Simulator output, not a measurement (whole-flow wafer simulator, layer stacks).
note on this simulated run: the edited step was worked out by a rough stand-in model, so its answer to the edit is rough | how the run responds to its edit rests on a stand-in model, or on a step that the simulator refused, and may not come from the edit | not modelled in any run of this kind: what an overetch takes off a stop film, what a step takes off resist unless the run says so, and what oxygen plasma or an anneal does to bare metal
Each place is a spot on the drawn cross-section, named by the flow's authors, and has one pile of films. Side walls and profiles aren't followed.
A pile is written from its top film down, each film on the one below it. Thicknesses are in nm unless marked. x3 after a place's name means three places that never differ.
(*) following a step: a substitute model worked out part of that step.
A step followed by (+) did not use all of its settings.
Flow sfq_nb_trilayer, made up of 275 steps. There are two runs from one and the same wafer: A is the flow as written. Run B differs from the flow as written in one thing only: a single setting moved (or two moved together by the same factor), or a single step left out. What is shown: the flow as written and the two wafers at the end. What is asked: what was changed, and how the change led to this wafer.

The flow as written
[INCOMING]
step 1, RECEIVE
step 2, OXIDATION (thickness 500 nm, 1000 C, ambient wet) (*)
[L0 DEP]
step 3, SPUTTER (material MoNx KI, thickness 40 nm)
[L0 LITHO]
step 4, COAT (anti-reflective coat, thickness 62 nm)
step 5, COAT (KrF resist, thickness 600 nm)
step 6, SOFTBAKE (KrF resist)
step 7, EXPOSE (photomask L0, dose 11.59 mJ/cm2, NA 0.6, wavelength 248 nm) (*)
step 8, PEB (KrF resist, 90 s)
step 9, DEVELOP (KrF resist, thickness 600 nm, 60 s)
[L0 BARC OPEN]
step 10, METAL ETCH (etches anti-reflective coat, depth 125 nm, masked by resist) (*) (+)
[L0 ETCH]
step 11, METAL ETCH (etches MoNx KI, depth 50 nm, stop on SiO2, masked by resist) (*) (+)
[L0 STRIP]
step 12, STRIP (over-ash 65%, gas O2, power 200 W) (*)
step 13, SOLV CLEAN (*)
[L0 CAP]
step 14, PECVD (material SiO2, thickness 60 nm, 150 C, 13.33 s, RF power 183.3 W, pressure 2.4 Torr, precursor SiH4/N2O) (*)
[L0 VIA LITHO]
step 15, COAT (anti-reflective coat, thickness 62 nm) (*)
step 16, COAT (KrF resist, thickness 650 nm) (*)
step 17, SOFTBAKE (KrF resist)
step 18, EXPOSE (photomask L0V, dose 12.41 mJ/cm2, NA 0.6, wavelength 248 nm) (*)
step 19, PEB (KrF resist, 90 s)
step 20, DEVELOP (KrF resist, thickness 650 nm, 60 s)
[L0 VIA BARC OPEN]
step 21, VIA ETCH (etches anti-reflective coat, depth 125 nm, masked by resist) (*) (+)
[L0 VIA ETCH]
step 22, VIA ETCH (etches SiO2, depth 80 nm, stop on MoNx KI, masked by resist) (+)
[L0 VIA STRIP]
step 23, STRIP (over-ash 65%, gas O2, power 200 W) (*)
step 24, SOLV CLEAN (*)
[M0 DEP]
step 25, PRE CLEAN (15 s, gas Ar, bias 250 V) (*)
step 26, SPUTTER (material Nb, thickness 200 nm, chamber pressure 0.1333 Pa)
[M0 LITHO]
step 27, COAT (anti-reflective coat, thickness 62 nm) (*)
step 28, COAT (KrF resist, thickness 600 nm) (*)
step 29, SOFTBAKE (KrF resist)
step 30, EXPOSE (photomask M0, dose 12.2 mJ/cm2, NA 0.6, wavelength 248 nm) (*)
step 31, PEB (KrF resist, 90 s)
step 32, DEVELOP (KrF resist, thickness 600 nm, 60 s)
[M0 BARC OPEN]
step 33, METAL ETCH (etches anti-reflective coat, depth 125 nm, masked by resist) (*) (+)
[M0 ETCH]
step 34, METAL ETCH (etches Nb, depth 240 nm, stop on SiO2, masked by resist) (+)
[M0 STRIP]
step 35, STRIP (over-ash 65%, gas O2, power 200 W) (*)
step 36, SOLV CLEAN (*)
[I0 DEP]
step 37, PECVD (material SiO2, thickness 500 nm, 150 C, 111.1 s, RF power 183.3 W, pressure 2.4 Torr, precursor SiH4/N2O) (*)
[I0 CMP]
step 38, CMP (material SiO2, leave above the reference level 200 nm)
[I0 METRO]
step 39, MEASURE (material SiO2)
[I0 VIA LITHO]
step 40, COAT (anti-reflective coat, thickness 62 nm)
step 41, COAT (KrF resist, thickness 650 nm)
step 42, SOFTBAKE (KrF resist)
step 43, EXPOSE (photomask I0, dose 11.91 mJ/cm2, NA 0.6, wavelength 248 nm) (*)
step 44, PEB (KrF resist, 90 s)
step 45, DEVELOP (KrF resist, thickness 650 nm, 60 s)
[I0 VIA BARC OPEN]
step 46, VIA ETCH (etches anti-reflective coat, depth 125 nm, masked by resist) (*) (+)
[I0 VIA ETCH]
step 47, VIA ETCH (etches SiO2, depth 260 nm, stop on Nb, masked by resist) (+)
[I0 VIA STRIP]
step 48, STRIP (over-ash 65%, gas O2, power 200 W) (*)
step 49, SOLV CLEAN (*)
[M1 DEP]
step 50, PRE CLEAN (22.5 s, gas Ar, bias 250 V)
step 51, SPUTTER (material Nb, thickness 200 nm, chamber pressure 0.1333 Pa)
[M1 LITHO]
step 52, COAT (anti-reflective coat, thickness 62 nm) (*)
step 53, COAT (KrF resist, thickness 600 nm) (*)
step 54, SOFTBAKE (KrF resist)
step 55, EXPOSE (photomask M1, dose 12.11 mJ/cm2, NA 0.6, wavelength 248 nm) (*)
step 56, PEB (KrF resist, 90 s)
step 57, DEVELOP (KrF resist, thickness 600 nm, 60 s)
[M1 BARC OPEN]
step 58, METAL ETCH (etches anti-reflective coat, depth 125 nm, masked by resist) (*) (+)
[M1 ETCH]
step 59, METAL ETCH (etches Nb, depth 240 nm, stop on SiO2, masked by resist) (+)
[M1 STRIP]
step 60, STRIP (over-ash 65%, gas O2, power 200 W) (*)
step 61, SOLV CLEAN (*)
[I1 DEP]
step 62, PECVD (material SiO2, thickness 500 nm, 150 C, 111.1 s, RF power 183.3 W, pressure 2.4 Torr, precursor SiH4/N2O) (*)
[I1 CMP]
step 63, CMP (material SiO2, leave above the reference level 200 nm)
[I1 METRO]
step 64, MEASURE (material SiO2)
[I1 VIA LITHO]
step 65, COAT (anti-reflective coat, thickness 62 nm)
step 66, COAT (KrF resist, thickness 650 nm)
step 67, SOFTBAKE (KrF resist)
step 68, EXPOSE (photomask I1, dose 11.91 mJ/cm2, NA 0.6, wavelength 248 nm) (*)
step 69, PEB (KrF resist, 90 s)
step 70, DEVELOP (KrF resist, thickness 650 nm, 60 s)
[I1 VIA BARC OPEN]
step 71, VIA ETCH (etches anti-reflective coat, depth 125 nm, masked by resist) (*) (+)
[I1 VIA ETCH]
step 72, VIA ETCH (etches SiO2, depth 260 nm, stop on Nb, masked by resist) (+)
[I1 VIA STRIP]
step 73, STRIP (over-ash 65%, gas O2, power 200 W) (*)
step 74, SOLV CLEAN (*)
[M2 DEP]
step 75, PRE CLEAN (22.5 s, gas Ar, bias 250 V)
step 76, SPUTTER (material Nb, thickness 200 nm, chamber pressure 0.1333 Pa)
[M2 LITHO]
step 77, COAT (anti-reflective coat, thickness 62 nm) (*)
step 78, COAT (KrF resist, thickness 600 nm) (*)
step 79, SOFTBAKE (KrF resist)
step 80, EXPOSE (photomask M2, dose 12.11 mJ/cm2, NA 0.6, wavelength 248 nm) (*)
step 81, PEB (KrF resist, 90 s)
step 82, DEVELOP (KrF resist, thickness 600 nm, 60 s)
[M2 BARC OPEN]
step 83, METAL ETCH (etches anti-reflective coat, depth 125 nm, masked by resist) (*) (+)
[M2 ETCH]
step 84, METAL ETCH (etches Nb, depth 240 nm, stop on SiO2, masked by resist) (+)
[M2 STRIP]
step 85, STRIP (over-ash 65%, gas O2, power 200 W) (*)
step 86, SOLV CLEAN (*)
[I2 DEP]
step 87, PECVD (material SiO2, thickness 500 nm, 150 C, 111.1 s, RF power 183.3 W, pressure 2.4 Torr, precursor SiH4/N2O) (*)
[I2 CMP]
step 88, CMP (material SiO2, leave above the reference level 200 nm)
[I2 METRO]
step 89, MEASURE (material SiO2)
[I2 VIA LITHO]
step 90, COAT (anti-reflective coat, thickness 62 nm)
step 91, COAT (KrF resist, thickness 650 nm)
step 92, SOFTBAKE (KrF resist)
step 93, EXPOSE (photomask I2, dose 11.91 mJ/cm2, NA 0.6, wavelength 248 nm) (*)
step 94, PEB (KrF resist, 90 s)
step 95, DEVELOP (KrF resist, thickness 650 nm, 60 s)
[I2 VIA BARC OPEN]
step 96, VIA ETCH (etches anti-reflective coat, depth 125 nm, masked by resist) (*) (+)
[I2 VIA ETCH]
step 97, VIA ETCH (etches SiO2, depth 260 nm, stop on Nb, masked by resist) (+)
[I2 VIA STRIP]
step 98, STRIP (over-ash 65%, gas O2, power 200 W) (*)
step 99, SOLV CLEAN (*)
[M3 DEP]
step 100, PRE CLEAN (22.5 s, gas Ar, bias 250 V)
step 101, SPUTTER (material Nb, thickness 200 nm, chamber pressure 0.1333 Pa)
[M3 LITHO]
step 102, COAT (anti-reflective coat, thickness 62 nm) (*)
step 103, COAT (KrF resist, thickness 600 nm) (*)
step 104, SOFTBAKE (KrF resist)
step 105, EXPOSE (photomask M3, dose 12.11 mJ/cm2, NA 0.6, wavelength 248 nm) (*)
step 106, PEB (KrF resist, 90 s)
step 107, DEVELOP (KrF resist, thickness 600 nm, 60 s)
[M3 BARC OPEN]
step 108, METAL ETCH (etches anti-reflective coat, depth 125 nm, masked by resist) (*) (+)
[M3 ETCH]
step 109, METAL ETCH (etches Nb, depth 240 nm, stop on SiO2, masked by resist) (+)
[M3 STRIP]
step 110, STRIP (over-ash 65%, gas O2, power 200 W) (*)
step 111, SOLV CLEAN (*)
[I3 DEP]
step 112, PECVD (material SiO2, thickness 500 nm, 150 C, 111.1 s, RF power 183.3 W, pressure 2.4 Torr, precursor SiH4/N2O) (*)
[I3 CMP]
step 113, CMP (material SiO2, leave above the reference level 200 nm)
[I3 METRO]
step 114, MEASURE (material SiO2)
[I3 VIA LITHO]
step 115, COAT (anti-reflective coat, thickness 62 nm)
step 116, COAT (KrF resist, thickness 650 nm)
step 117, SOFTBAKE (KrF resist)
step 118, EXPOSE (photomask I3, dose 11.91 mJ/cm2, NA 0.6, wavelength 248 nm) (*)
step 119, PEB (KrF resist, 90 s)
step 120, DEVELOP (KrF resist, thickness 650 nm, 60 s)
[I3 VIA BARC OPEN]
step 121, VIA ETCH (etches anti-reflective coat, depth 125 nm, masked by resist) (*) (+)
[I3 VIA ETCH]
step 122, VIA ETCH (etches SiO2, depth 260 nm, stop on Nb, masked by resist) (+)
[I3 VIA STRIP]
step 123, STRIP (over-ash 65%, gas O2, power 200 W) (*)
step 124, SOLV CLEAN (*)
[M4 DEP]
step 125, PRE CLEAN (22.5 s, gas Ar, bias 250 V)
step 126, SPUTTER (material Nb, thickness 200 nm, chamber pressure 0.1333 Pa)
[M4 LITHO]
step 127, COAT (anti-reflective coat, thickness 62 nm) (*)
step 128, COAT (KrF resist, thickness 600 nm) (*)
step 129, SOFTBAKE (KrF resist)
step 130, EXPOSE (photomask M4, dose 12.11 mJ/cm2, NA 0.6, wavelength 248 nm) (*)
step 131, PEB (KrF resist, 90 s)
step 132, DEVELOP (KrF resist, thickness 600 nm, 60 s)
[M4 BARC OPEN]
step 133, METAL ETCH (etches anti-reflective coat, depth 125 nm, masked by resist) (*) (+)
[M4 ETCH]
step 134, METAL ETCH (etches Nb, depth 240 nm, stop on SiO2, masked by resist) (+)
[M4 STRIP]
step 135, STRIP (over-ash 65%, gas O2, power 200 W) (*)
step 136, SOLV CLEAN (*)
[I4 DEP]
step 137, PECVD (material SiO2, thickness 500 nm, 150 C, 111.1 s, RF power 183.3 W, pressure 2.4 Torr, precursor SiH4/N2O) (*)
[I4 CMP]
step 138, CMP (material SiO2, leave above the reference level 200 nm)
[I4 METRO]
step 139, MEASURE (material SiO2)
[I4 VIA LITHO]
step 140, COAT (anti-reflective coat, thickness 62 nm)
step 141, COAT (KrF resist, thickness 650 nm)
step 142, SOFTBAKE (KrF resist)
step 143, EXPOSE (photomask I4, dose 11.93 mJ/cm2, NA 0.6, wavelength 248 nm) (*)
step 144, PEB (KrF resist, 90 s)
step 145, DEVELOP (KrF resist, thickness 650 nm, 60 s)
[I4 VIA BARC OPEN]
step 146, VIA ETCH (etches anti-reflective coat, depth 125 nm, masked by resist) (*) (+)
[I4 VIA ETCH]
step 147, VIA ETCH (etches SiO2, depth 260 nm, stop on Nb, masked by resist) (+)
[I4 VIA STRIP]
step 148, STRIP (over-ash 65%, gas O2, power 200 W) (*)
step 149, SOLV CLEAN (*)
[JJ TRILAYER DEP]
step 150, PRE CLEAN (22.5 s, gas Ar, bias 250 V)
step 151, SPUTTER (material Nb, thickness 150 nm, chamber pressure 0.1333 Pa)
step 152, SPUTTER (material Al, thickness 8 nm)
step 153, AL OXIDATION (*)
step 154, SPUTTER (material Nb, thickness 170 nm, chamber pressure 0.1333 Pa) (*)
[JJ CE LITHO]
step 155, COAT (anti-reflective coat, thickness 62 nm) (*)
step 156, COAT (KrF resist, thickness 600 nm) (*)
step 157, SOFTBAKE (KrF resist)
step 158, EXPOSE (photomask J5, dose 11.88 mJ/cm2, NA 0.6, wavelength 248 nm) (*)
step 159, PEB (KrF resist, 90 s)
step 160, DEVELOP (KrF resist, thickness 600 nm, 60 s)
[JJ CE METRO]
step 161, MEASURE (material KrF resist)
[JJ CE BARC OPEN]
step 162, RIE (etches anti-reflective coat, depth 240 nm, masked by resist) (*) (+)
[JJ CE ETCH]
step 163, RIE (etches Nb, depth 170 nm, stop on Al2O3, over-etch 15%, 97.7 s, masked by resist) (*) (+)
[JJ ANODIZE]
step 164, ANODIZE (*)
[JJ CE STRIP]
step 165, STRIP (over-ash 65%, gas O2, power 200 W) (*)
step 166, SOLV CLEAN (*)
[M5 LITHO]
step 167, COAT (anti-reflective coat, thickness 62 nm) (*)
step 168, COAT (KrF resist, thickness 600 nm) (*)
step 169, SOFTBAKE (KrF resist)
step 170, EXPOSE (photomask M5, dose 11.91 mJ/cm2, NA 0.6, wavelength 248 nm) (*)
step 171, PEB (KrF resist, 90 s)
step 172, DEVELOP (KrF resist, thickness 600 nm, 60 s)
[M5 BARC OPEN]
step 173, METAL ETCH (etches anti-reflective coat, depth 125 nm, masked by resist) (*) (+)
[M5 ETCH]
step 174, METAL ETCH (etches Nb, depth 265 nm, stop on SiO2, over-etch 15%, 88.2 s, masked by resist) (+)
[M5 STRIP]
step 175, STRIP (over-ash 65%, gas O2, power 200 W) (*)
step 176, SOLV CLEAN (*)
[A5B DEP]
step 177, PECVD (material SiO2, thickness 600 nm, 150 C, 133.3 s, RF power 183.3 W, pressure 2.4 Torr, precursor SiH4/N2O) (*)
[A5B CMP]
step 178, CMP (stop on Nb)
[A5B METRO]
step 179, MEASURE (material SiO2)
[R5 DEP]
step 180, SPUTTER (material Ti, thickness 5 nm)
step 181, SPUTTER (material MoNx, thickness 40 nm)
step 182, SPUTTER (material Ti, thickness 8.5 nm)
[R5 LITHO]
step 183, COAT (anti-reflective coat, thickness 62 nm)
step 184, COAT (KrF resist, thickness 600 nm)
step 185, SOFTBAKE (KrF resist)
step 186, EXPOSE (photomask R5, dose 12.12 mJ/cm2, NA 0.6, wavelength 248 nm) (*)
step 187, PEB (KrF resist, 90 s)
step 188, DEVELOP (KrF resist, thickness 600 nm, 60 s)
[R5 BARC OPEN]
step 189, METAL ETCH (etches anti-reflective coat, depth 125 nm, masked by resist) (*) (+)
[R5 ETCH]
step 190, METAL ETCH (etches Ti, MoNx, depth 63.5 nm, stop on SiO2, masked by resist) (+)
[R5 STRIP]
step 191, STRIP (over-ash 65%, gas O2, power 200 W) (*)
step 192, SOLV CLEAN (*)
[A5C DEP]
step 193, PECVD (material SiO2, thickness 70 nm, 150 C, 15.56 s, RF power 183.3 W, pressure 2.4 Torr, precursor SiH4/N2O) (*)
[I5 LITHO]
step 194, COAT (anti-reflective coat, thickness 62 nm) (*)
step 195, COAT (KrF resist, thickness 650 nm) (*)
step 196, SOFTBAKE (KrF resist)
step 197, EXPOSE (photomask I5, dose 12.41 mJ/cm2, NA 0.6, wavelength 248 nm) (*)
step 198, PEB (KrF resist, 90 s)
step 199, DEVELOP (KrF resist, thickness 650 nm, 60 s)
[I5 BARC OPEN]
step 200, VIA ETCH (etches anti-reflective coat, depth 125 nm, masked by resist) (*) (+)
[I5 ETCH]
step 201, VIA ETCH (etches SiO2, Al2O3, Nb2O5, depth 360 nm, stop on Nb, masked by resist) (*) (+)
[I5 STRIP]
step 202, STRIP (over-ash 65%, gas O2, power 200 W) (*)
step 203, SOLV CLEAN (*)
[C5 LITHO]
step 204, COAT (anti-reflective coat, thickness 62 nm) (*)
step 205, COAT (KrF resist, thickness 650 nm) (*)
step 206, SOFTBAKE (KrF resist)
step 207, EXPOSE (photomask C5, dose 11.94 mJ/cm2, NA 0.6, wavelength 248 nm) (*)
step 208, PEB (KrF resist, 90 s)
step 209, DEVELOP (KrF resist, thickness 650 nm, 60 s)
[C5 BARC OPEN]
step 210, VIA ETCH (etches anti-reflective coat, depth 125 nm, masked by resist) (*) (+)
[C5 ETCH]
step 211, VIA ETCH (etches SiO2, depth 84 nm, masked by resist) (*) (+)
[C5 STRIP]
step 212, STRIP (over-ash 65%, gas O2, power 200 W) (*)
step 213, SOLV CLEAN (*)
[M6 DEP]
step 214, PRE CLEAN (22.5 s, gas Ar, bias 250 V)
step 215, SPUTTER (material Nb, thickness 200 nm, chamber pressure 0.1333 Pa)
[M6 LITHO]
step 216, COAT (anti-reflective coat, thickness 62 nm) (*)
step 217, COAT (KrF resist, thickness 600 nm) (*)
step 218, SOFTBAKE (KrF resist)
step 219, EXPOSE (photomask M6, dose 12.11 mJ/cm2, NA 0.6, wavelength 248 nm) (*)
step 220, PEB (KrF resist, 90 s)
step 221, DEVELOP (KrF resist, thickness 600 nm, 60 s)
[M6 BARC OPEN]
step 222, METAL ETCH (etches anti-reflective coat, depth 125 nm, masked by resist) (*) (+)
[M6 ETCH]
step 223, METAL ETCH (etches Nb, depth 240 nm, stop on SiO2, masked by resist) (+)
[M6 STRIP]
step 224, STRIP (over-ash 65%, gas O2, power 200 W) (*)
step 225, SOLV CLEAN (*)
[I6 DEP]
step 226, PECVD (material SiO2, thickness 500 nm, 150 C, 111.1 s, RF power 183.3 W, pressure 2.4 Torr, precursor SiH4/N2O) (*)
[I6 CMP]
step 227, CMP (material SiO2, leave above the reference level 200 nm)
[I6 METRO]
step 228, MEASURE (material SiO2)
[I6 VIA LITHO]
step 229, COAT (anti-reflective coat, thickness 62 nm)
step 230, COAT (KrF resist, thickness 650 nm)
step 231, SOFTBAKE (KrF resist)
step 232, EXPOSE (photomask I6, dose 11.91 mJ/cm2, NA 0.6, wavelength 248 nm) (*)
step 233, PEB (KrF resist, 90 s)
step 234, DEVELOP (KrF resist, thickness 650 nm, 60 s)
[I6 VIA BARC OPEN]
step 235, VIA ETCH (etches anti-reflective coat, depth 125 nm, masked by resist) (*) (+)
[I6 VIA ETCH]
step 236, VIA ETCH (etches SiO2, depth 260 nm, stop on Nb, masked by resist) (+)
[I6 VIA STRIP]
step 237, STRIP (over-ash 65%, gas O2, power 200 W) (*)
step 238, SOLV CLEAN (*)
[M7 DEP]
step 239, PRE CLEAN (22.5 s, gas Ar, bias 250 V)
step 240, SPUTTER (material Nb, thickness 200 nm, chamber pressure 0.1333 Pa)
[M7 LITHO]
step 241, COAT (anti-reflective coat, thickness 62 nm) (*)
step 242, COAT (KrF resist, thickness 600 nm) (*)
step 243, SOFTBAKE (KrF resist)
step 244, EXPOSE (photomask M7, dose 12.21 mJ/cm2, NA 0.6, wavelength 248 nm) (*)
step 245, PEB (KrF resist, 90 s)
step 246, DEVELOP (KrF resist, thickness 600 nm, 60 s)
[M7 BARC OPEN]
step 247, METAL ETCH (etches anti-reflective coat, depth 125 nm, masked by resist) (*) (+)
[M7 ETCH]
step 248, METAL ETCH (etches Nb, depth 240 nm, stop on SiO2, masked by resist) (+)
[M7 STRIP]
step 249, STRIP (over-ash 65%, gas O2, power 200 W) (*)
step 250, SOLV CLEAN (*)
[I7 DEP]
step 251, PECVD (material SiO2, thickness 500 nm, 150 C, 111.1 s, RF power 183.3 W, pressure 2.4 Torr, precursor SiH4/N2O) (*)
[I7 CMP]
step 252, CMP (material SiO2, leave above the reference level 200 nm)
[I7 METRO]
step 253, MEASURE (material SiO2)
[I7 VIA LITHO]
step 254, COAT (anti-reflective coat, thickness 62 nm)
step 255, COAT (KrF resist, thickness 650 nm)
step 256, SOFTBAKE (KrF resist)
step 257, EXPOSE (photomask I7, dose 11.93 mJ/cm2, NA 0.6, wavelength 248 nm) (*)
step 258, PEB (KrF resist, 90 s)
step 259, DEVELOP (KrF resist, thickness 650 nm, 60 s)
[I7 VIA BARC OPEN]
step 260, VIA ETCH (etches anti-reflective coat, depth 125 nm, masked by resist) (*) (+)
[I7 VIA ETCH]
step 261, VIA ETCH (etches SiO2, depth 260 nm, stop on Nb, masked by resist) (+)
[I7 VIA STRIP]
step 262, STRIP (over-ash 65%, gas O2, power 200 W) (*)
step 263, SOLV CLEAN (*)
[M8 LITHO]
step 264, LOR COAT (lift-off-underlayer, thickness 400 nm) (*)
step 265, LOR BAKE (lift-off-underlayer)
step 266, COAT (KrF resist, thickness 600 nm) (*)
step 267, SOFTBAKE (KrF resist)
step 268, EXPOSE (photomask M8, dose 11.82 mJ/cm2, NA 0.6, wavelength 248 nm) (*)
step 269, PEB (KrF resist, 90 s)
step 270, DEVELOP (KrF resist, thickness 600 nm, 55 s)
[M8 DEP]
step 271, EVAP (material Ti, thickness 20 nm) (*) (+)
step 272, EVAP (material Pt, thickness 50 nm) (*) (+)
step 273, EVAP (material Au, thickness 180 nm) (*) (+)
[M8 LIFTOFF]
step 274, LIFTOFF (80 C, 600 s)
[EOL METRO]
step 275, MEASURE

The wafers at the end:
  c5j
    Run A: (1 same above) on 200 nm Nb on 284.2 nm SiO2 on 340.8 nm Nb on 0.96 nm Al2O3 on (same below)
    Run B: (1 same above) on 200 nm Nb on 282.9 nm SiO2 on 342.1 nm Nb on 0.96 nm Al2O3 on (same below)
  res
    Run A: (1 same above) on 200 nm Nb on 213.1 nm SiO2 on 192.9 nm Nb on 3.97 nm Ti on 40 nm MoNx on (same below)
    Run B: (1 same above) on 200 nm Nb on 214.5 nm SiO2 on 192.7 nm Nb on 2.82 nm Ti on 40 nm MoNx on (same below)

Cause: step 211, VIA ETCH: depth 69.3 nm was run, while the flow as written has depth 84 nm.

The path from the change to this, step by step:
  step 211, VIA ETCH (etches SiO2, depth 84 nm, masked by resist) (*) (+)
      c5j: A -69.9 SiO2 (all of it), -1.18 Nb | B -69.3 SiO2
      res: A -69.9 SiO2 (all of it) | B -69.3 SiO2
      (as well as at 104 more places)
  step 214, PRE CLEAN (22.5 s, gas Ar, bias 250 V)
      c5j: A -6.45 Nb | B -0.59 SiO2 (all of it), -6.72 Nb
      res: A -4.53 Ti | B -0.56 SiO2 (all of it), -5.68 Ti
